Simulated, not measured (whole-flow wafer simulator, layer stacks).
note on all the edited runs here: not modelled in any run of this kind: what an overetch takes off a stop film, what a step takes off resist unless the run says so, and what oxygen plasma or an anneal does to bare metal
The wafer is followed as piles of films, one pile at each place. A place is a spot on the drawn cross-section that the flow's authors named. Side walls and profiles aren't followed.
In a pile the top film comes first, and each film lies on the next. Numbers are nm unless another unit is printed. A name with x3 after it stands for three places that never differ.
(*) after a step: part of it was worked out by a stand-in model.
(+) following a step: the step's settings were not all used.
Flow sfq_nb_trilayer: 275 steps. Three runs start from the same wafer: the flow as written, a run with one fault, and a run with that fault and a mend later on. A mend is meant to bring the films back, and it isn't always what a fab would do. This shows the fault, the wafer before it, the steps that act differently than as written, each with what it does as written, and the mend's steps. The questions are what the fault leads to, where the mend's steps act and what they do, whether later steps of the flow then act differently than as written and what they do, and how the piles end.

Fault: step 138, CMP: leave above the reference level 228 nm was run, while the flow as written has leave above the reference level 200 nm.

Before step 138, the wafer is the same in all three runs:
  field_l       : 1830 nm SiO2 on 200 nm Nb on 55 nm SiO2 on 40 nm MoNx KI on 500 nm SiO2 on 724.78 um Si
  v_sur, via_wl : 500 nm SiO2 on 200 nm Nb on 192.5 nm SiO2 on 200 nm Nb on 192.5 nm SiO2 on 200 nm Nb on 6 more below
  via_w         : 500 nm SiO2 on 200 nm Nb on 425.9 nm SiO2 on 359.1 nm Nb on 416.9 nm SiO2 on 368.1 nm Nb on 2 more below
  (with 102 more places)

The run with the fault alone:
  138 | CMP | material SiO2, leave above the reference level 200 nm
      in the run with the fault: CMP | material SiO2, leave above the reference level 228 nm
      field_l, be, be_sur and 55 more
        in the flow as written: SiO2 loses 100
        in the run with the fault: SiO2 loses 72
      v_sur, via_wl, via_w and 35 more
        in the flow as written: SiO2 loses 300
        in the run with the fault: SiO2 loses 272
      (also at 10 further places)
  Steps further on in the flow that do not act as written (5 more steps, not shown, differ only slightly: by at most 2% or 0.5 nm, whichever is larger):
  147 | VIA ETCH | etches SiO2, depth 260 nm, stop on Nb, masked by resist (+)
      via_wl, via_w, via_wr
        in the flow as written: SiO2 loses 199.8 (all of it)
        in the run with the fault: SiO2 loses 227.8 (all of it)
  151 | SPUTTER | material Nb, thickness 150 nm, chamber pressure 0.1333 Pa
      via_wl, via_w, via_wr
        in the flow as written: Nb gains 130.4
        in the run with the fault: Nb gains 127.1
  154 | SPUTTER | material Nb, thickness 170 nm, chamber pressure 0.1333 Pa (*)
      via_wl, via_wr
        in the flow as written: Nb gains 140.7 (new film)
        in the run with the fault: Nb gains 135.8 (new film)
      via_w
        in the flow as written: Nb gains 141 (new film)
        in the run with the fault: Nb gains 136.1 (new film)
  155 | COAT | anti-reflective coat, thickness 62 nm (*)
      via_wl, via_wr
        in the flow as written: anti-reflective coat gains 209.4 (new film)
        in the run with the fault: anti-reflective coat gains 238.1 (new film)
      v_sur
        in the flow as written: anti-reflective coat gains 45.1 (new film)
        in the run with the fault: anti-reflective coat gains 44 (new film)
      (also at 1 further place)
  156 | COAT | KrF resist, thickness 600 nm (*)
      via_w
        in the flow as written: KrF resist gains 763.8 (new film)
        in the run with the fault: KrF resist gains 789.7 (new film)
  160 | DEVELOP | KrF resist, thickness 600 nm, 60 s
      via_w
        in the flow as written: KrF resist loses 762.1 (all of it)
        in the run with the fault: KrF resist loses 787.9 (all of it)
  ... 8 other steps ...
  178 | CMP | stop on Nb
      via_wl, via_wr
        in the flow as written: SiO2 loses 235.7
        in the run with the fault: SiO2 loses 227.2
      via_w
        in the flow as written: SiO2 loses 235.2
        in the run with the fault: SiO2 loses 227.2
  At v_sur, via_wl, via_w and 18 more, the piles at the end differ from the flow's by more than 2% or 0.5 nm, whichever is larger.
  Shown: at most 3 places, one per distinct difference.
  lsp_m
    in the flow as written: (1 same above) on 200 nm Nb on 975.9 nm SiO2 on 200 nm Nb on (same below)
    in the run with the fault: (1 same above) on 200 nm Nb on 1003.9 nm SiO2 on 200 nm Nb on (same below)
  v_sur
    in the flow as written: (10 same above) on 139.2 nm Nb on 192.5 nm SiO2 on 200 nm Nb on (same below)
    in the run with the fault: (10 same above) on 139.2 nm Nb on 220.5 nm SiO2 on 200 nm Nb on (same below)
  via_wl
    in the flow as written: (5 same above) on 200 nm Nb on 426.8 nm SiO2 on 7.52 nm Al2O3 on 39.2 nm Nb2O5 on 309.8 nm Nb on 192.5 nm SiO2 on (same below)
    in the run with the fault: (5 same above) on 200 nm Nb on 458.1 nm SiO2 on 7.31 nm Al2O3 on 39.6 nm Nb2O5 on 306.4 nm Nb on 192.5 nm SiO2 on (same below)

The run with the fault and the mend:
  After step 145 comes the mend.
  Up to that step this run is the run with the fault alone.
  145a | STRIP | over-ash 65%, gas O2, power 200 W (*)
      field_l, v_sur, via_sp and 100 more
        KrF resist loses 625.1 (all of it), anti-reflective coat loses 62 (all of it)
      via_wl, via_w, via_wr
        anti-reflective coat loses 62 (all of it)
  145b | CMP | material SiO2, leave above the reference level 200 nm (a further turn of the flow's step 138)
      field_l, v_sur, via_wl and 103 more
        SiO2 loses 28
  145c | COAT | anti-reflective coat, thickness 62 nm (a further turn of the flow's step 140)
      field_l, v_sur, via_wl and 103 more
        anti-reflective coat gains 62 (new film)
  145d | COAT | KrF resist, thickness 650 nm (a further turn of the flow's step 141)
      field_l, v_sur, via_wl and 103 more
        KrF resist gains 650 (new film)
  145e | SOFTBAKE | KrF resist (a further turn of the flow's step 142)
      leaves every film unchanged at each place that is followed
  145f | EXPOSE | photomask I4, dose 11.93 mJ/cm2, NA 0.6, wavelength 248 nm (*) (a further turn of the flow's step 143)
      leaves every film unchanged at each place that is followed
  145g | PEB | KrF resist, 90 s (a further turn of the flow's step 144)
      field_l, v_sur, via_wl and 103 more
        KrF resist loses 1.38
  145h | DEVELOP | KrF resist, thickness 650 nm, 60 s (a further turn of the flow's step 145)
      field_l, v_sur, via_sp and 100 more
        KrF resist loses 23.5
      via_wl, via_w, via_wr
        KrF resist loses 648.6 (all of it)
  None of the later steps of the flow acts differently than as written at any place that is followed.
  At every place that both follow, the piles at the end match the flow's.
